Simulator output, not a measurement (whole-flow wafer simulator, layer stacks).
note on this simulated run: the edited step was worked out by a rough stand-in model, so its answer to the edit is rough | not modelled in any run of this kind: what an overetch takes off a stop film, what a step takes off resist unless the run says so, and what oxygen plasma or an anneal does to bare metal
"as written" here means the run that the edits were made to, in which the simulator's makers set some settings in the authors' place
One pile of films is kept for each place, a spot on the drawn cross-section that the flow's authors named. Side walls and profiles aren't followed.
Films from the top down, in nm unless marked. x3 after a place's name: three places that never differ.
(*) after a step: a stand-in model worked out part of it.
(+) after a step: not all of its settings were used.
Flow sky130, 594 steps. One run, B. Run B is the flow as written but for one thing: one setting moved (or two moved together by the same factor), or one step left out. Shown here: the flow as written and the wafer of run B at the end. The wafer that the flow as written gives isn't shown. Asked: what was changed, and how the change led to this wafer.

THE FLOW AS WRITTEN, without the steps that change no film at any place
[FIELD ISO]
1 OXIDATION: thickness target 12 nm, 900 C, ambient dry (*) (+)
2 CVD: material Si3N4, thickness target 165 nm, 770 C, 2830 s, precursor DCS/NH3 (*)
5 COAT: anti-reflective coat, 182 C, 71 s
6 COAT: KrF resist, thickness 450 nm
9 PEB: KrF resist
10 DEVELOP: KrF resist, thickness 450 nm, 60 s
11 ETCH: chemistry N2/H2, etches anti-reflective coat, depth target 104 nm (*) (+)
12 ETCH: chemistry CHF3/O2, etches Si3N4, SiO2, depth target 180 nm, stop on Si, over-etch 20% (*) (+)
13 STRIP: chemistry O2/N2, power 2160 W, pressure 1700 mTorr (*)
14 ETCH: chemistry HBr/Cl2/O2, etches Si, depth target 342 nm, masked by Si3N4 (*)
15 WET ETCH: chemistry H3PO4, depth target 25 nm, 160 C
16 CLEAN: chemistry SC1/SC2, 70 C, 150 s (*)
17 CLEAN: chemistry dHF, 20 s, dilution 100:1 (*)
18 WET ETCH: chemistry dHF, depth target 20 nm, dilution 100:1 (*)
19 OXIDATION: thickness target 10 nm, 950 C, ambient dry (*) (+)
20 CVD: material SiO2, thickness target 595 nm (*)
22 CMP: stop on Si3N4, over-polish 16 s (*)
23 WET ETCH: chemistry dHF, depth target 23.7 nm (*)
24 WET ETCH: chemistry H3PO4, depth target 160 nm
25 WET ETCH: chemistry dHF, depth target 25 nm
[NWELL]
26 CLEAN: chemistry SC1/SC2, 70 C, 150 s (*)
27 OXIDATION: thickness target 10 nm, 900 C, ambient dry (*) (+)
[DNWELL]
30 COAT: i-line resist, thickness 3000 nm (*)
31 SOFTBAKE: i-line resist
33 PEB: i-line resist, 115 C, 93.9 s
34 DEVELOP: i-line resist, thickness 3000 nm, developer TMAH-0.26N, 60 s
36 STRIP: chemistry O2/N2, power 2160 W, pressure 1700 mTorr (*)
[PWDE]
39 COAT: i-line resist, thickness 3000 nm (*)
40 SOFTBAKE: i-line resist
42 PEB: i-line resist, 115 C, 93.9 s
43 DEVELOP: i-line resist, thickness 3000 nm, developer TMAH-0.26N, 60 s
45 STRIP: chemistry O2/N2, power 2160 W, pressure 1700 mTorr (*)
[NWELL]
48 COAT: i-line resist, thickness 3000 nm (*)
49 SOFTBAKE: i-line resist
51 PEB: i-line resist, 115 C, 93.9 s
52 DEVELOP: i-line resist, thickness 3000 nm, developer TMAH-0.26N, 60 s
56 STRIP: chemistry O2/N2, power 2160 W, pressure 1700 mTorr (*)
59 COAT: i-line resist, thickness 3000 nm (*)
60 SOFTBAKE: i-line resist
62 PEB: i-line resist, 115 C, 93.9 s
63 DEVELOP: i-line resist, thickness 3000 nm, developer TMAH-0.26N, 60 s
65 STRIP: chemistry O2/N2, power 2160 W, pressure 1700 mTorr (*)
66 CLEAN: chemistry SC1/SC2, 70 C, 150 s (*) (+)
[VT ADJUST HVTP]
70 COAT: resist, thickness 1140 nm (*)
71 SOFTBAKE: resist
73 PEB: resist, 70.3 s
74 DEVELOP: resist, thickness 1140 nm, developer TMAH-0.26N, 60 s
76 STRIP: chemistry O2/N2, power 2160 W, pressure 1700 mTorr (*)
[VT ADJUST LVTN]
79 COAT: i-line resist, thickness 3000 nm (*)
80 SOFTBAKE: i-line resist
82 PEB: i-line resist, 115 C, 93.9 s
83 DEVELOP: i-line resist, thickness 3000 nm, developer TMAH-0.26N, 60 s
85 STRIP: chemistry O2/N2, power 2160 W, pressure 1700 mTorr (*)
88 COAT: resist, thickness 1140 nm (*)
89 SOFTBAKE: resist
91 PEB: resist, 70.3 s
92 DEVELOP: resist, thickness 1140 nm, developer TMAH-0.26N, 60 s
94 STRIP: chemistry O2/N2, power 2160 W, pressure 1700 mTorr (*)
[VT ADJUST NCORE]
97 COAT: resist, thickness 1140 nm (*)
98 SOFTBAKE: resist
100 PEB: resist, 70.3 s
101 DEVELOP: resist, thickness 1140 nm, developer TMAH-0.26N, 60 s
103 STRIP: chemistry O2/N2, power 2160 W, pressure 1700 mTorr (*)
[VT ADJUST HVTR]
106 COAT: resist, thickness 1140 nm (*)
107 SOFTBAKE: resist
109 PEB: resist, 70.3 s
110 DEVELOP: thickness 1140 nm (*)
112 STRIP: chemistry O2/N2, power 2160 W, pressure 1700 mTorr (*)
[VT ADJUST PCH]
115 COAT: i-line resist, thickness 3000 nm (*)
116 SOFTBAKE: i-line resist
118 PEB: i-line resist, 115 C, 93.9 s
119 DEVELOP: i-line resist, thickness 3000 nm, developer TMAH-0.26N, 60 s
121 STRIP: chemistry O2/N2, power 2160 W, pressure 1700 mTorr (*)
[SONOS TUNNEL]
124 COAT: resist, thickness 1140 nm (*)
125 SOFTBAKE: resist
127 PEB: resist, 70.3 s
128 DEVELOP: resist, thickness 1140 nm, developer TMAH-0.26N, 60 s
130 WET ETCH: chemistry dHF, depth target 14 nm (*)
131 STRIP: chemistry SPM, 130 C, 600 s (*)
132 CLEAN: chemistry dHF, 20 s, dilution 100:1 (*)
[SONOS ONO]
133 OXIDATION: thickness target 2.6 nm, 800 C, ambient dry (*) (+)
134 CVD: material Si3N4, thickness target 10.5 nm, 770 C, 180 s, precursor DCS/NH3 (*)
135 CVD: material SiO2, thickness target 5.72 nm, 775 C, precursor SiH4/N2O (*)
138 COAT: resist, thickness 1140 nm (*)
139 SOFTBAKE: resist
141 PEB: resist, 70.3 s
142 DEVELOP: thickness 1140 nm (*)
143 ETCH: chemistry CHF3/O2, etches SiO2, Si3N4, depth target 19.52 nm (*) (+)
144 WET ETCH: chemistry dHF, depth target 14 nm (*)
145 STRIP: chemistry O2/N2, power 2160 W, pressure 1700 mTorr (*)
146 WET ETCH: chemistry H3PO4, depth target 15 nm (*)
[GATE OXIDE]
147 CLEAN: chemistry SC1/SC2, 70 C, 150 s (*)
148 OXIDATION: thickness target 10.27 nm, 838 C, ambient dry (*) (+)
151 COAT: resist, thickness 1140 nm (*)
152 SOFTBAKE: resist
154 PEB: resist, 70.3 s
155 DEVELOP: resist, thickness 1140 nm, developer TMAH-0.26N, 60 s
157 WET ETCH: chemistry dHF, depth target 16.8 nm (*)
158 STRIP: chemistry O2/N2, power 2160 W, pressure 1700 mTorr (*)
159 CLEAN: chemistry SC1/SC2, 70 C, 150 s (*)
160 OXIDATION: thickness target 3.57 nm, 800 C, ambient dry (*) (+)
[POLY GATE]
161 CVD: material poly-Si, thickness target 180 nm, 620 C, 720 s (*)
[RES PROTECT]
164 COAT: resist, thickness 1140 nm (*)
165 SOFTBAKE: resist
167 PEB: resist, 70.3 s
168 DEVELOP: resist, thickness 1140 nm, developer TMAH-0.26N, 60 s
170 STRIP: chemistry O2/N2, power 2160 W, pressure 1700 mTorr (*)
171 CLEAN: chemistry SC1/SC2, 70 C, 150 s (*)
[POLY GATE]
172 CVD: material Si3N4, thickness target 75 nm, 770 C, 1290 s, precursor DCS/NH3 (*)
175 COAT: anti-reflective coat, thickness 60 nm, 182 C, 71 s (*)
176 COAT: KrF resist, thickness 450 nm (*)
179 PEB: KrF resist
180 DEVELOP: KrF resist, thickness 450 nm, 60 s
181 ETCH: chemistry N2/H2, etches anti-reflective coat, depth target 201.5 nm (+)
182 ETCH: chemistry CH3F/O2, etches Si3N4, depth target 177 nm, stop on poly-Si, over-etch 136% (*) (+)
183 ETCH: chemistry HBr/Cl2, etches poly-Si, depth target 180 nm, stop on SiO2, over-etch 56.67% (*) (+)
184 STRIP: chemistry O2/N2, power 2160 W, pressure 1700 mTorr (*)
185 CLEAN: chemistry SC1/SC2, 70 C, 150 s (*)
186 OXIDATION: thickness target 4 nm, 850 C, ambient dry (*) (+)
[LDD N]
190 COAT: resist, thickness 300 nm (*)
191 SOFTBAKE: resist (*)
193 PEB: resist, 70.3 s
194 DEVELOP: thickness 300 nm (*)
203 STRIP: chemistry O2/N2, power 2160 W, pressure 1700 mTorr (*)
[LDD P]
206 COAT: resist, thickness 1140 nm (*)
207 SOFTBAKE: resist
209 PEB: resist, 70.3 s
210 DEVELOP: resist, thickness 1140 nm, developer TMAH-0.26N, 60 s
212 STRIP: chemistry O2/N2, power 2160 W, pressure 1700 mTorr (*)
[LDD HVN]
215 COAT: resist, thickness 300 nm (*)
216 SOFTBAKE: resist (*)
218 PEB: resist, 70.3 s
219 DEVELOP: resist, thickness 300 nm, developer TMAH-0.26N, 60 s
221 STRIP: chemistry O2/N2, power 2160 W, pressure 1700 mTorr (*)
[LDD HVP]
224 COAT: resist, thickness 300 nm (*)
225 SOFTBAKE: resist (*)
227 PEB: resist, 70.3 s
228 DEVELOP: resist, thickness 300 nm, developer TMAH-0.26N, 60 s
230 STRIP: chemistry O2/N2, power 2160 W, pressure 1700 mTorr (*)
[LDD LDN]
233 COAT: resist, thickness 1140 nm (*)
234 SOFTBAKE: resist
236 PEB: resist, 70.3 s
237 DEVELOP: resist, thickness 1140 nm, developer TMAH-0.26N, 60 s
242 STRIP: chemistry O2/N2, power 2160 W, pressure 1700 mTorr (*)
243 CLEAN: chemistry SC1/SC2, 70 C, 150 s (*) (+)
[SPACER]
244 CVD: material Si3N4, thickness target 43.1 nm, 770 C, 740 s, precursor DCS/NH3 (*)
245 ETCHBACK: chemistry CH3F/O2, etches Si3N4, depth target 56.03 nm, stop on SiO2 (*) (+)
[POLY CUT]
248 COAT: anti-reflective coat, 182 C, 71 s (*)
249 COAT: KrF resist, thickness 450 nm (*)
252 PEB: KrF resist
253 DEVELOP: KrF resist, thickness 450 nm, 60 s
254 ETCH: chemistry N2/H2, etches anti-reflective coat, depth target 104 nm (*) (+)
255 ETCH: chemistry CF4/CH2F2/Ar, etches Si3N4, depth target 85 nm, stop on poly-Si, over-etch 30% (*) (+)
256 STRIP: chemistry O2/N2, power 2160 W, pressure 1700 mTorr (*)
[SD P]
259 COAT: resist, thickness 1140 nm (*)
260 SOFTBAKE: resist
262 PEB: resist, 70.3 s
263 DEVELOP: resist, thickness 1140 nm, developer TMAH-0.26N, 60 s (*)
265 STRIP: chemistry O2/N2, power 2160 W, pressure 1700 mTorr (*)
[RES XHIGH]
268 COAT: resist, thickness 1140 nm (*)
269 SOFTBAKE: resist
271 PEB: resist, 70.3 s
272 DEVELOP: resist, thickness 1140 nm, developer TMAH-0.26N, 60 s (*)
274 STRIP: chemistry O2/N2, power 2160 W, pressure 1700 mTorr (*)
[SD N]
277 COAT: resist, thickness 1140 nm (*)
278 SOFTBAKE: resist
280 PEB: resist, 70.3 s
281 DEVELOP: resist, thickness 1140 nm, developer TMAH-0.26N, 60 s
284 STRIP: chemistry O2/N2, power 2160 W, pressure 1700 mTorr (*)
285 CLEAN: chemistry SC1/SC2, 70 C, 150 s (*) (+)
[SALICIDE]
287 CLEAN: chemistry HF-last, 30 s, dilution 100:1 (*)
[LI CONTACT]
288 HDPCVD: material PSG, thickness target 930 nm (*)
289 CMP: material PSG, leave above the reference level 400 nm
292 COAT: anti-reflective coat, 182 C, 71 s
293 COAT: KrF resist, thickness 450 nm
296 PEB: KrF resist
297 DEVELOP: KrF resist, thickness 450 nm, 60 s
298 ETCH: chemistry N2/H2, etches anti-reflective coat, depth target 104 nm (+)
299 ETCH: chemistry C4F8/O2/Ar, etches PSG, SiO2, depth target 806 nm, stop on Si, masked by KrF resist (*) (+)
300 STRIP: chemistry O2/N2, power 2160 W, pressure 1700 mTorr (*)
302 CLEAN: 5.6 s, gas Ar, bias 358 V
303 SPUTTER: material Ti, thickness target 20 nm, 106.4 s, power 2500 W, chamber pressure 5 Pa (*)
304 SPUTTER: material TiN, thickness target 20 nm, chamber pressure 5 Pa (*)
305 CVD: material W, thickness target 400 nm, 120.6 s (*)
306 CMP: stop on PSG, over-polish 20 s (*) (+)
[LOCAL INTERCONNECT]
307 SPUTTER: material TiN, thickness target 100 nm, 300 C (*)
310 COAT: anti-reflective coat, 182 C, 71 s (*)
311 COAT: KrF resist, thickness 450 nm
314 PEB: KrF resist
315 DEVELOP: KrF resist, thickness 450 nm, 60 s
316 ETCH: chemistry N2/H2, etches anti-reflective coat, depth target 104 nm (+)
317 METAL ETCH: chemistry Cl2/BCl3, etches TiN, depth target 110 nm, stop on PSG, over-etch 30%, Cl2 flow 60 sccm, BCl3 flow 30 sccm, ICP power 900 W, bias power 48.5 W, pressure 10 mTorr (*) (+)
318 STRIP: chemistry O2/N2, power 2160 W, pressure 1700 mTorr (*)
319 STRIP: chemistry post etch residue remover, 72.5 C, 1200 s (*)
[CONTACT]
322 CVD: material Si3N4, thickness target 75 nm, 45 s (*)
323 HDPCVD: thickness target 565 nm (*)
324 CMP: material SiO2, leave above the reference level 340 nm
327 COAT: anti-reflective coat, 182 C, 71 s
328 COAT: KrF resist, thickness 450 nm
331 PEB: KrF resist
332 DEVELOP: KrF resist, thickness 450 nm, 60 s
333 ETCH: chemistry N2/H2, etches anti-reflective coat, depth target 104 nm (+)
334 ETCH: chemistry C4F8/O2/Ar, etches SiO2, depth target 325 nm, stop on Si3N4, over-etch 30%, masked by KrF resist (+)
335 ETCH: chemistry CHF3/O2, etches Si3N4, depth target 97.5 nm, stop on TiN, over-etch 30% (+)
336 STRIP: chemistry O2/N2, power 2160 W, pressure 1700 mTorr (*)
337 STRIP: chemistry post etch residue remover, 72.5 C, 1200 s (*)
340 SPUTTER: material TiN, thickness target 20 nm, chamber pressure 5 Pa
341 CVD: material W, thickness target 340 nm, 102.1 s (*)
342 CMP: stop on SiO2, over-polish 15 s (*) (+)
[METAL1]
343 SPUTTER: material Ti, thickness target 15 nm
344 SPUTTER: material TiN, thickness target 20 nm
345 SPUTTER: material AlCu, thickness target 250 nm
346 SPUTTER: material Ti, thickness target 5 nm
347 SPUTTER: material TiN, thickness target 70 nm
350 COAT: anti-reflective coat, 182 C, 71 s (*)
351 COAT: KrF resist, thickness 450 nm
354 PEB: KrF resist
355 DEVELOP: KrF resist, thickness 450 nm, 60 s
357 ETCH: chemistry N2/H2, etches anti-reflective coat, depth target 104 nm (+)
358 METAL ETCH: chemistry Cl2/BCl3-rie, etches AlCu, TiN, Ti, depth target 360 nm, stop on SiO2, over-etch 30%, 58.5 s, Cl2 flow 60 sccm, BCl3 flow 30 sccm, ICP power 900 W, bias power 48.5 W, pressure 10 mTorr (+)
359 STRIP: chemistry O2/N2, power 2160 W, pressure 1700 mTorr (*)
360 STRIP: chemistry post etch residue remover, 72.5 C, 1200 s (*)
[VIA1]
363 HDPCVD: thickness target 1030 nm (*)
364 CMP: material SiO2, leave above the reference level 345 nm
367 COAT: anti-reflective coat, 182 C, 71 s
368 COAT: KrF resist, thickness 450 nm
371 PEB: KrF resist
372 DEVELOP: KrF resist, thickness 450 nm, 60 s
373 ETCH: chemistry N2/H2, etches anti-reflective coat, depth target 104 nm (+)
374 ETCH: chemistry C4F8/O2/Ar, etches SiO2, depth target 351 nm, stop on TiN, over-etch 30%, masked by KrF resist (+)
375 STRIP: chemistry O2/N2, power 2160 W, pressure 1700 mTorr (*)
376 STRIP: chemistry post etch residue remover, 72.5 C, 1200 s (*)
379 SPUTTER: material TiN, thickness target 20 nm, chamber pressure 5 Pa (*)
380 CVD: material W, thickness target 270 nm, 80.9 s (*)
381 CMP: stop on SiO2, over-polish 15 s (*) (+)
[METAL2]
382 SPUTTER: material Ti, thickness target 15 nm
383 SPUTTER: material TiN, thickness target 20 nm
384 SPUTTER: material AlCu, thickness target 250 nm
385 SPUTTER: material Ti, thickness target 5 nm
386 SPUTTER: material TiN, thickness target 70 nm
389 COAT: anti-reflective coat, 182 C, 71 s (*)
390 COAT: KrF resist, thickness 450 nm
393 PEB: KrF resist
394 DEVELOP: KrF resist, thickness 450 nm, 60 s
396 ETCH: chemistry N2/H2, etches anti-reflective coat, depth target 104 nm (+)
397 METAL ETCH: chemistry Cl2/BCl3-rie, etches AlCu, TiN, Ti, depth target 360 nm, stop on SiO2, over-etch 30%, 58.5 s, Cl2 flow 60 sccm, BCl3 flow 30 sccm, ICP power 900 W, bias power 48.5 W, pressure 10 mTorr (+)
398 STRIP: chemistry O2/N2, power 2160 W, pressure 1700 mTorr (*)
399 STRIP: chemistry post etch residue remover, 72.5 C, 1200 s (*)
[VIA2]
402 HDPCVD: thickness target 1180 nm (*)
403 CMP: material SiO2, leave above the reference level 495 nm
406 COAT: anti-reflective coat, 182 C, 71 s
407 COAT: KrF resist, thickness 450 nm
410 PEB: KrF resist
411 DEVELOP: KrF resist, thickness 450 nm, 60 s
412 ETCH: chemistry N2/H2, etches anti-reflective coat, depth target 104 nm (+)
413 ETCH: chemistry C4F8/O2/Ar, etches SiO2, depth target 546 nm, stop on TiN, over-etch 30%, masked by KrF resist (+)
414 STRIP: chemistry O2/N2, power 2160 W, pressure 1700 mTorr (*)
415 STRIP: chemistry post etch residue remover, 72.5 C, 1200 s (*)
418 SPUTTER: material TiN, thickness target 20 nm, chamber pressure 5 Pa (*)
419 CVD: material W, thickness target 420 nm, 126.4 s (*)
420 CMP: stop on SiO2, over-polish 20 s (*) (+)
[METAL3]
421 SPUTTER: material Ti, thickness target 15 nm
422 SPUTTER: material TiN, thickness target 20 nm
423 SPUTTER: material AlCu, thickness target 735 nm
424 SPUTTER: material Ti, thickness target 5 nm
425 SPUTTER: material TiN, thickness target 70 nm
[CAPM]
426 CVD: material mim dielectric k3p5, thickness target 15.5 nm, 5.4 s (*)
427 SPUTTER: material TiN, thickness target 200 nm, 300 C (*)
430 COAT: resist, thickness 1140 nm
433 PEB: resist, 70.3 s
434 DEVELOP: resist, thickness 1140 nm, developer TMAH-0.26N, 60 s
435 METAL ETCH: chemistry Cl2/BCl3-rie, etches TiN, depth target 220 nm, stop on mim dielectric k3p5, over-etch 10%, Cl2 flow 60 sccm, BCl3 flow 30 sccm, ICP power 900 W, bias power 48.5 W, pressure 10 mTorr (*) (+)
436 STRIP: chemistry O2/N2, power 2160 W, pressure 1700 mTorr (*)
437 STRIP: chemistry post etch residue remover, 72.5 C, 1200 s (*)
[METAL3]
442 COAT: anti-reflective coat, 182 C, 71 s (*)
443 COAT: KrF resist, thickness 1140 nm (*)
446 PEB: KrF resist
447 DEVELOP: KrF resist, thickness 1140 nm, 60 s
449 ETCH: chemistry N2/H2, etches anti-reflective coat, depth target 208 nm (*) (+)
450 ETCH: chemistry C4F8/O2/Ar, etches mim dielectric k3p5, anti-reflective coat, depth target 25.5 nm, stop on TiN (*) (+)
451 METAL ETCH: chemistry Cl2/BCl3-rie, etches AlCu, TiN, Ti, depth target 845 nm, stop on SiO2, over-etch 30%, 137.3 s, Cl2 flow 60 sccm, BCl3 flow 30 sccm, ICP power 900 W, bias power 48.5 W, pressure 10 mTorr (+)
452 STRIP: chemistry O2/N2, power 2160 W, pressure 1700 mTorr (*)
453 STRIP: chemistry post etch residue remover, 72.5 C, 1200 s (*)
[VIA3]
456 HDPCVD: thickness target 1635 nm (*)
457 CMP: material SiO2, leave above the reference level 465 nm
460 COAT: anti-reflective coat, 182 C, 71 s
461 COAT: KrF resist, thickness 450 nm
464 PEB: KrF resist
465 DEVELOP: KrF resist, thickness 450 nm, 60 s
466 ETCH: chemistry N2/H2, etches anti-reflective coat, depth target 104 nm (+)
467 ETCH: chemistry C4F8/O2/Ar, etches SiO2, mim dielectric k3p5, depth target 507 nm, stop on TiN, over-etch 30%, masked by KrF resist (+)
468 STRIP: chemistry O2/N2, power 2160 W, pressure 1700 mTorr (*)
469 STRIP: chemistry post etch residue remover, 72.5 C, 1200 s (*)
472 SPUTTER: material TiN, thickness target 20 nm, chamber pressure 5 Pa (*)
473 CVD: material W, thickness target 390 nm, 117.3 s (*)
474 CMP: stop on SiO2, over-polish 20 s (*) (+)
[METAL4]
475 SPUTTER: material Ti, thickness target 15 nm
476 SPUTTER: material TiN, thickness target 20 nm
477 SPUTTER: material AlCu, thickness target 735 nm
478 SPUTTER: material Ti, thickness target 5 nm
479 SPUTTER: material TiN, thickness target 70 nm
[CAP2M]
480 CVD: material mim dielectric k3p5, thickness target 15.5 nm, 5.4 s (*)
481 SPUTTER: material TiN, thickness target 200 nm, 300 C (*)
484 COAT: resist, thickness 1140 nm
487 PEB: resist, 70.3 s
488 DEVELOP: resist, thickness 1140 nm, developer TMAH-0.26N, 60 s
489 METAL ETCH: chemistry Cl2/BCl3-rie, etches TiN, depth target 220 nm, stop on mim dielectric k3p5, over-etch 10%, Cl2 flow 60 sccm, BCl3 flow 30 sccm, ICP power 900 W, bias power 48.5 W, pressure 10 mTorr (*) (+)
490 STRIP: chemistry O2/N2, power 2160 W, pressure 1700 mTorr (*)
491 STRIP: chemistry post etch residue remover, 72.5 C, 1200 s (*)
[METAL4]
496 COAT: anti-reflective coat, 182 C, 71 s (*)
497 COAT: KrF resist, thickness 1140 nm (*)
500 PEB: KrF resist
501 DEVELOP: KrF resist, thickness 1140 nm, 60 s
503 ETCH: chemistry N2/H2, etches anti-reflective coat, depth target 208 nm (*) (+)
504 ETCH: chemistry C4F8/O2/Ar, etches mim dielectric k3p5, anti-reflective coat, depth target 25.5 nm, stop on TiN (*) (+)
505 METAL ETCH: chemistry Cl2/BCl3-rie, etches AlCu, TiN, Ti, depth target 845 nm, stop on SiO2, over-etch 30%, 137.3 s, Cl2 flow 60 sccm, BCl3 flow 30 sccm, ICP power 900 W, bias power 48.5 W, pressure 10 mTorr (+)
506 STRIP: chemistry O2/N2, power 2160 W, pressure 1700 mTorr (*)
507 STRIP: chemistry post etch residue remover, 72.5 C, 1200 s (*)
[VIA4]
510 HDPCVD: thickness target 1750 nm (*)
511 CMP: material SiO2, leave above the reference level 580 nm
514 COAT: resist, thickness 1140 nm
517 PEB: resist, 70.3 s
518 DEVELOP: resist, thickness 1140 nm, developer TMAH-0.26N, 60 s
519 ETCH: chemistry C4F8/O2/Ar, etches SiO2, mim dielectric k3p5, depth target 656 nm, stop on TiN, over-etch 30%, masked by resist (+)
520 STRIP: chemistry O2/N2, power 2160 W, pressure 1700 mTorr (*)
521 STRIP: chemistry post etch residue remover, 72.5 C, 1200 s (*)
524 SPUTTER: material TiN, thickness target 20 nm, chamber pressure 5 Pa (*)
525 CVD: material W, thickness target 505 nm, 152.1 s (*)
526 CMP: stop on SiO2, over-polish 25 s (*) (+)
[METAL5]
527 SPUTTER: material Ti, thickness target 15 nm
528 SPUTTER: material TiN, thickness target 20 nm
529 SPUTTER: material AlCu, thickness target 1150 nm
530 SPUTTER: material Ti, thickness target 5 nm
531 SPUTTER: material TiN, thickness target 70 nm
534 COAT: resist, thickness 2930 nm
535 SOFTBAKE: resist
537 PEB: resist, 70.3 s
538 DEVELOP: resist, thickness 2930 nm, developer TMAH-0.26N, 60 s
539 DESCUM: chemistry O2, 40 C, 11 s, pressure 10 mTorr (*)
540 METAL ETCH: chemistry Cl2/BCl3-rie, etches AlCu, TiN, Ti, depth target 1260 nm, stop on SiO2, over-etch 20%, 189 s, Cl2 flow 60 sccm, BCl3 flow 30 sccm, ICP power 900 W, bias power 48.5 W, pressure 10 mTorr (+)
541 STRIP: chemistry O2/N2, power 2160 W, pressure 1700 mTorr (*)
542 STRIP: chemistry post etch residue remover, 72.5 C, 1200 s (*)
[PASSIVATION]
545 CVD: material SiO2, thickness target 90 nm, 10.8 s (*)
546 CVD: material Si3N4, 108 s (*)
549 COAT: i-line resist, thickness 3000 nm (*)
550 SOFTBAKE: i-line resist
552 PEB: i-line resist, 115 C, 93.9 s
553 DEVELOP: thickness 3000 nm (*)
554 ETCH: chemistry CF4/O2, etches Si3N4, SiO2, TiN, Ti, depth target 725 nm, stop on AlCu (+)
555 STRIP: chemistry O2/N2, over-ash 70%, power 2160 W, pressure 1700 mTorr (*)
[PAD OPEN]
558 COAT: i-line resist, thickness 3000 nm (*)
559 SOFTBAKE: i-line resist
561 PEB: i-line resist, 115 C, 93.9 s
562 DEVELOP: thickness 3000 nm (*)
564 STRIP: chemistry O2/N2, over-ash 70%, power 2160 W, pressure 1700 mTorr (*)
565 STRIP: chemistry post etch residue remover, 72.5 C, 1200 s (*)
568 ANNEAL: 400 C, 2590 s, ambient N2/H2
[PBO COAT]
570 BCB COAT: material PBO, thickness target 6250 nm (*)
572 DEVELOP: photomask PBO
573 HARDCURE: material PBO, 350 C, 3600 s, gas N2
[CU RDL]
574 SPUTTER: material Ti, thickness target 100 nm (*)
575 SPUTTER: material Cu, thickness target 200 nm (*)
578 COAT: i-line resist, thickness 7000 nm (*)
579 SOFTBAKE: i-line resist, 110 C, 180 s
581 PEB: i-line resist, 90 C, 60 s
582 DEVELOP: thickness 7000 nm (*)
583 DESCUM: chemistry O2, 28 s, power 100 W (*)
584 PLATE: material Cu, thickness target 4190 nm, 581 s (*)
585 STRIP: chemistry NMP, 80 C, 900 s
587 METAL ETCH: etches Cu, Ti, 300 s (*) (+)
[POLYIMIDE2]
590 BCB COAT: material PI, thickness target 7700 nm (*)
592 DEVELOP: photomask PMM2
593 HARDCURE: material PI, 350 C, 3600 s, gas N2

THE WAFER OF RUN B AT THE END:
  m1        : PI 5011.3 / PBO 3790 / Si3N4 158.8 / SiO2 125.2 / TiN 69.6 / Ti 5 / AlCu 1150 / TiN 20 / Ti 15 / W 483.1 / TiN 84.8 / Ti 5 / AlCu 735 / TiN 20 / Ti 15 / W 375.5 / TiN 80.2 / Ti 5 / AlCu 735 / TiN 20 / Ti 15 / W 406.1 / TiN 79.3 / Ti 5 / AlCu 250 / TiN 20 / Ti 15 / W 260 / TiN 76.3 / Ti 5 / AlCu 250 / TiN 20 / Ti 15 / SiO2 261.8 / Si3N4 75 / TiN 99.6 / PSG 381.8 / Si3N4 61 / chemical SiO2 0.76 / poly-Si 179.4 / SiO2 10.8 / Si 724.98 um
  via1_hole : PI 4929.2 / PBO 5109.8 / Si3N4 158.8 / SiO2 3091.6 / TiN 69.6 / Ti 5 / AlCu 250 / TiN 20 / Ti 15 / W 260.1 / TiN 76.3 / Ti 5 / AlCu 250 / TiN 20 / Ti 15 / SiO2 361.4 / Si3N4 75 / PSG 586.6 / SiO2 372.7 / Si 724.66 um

The cause: step 379, SPUTTER: thickness target 13 nm was run, where the flow has thickness target 20 nm.

How the change led to this, step by step:
  379 SPUTTER: material TiN, thickness target 20 nm, chamber pressure 5 Pa (*)
      field, active, n_well and 186 more: TiN +13 (new film) (as written it would be: TiN +20 (new film))
      m1: TiN +7.15 (as written it would be: TiN +11)
      (and at 1 more place)
  381 CMP: stop on SiO2, over-polish 15 s (*) (+)
      field, active, n_well and 186 more: W -270 (all of it), TiN -13 (all of it), SiO2 -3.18 (as written it would be: W -270 (all of it), TiN -20 (all of it), SiO2 -3.18)
      m1, via1_hole: W -286.6 (as written it would be: W -293.6)
